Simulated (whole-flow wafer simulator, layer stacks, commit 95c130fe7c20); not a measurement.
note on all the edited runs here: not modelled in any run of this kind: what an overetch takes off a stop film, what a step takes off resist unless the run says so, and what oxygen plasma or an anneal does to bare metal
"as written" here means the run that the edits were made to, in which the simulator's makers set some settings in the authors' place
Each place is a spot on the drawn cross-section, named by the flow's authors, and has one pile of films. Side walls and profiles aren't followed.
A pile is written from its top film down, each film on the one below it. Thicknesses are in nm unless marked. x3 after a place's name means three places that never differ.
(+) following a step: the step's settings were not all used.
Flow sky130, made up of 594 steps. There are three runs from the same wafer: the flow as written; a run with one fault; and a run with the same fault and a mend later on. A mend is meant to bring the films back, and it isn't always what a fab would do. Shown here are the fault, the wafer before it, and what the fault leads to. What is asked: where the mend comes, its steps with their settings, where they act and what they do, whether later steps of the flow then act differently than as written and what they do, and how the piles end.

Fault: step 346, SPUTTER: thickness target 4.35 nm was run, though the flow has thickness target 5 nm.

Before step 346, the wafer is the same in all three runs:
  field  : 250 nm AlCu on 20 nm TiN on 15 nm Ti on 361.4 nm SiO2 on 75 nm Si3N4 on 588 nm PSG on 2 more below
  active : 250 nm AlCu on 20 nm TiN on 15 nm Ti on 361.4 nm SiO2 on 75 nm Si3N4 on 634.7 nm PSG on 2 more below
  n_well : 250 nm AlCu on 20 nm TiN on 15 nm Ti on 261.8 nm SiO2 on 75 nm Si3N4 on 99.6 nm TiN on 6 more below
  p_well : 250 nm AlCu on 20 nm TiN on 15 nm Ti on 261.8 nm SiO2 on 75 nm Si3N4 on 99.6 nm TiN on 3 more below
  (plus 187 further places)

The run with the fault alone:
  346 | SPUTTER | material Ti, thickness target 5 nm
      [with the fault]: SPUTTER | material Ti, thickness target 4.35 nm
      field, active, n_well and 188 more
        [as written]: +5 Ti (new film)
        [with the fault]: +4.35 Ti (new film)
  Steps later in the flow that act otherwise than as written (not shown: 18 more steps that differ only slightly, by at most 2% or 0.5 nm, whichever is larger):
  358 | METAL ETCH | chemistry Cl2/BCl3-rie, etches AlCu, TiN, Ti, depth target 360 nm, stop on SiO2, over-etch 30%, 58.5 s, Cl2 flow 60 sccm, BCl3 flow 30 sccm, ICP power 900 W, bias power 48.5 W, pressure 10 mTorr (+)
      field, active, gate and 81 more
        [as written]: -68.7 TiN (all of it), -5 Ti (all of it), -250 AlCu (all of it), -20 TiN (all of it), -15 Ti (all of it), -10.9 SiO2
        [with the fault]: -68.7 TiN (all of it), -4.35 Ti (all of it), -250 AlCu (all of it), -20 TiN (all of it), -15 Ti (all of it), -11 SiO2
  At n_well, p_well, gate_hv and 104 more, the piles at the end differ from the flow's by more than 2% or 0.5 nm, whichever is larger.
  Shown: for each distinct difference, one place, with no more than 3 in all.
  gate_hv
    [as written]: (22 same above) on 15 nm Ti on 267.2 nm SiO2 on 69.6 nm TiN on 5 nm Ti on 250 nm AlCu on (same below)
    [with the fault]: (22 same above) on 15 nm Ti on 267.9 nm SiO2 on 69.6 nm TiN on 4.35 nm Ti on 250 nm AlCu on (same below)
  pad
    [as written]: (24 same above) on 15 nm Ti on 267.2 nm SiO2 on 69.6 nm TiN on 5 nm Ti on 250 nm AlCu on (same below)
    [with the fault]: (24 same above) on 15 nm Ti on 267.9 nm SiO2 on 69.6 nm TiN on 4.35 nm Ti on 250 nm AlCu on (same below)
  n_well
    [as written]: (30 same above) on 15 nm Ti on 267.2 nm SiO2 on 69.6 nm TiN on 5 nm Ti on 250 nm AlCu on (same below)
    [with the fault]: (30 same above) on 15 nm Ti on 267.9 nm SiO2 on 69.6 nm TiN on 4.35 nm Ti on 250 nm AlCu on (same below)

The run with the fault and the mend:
  After step 346 comes the mend.
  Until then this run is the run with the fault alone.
  346a | SPUTTER | material Ti, thickness target 0.65 nm (a further turn of the flow's step 346, with different settings)
      field, active, n_well and 188 more
        +0.65 Ti
  Later steps of the flow that are run all act as written at every place that is followed.
  By the end, the piles equal the flow's at every place that both follow.
